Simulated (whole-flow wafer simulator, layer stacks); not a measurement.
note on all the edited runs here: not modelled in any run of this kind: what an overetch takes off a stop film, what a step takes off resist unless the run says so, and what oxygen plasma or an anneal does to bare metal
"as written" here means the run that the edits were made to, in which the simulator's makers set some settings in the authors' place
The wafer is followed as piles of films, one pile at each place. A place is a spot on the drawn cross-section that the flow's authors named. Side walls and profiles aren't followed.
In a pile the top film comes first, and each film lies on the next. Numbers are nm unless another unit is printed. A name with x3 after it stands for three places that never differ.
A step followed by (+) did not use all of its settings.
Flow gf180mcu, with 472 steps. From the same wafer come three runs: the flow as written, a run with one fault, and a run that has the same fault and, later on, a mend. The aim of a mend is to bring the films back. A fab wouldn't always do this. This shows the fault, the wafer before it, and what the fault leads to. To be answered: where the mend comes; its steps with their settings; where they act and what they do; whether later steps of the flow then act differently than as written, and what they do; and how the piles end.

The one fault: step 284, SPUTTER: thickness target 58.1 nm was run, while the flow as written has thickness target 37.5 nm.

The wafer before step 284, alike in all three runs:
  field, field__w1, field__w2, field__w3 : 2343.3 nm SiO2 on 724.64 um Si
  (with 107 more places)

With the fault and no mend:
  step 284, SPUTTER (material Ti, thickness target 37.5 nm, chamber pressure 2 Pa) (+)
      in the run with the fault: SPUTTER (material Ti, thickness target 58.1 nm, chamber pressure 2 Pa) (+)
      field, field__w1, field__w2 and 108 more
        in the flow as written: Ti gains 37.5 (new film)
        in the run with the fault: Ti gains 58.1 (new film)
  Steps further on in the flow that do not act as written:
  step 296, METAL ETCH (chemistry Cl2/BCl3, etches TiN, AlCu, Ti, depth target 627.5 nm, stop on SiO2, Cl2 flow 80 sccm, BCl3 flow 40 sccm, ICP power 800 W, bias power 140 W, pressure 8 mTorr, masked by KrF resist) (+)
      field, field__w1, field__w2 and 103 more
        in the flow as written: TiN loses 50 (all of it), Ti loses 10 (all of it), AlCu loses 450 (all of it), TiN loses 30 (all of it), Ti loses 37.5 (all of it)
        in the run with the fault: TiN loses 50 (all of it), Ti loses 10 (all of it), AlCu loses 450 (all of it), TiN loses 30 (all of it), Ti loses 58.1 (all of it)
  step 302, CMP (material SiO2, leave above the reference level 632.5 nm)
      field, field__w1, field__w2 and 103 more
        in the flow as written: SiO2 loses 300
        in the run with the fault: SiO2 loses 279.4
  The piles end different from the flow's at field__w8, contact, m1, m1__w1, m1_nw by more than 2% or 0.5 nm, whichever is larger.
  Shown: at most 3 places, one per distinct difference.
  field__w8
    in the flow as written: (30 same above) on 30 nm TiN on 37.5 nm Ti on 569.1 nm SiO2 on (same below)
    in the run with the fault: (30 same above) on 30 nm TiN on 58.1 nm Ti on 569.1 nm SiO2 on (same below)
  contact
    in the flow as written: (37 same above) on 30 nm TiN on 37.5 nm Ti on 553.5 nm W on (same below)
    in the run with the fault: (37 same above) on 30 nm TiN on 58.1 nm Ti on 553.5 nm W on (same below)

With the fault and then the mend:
  The mend follows step 295.
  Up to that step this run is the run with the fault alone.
  step 296, METAL ETCH (chemistry Cl2/BCl3, etches TiN, AlCu, Ti, depth target 648.1 nm, stop on SiO2, Cl2 flow 80 sccm, BCl3 flow 40 sccm, ICP power 800 W, bias power 140 W, pressure 8 mTorr, masked by KrF resist) (+) (the flow's step 296, as written with depth target 627.5 nm)
      field, field__w1, field__w2 and 103 more
        TiN loses 50 (all of it), Ti loses 10 (all of it), AlCu loses 450 (all of it), TiN loses 30 (all of it), Ti loses 58.1 (all of it)
      field__w8, contact, m1, m1__w1, m1_nw
        KrF resist loses 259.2
  Steps further on in the flow that do not act as written (not shown: 1 more step that differs only slightly, by at most 2% or 0.5 nm, whichever is larger):
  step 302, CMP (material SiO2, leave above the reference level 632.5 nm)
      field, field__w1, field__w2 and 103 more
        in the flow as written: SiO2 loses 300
        in the run with the mend: SiO2 loses 279.4
  The piles end different from the flow's at field__w8, contact, m1, m1__w1, m1_nw by more than 2% or 0.5 nm, whichever is larger.
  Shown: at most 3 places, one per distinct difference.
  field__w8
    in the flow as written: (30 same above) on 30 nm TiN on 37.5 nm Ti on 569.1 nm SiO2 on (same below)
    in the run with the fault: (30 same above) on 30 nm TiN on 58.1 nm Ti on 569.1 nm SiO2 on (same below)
    in the run with the mend: (30 same above) on 30 nm TiN on 58.1 nm Ti on 569.1 nm SiO2 on (same below)
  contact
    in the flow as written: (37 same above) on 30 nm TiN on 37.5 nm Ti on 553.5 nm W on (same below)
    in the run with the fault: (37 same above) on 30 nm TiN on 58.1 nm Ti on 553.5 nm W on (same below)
    in the run with the mend: (37 same above) on 30 nm TiN on 58.1 nm Ti on 553.5 nm W on (same below)
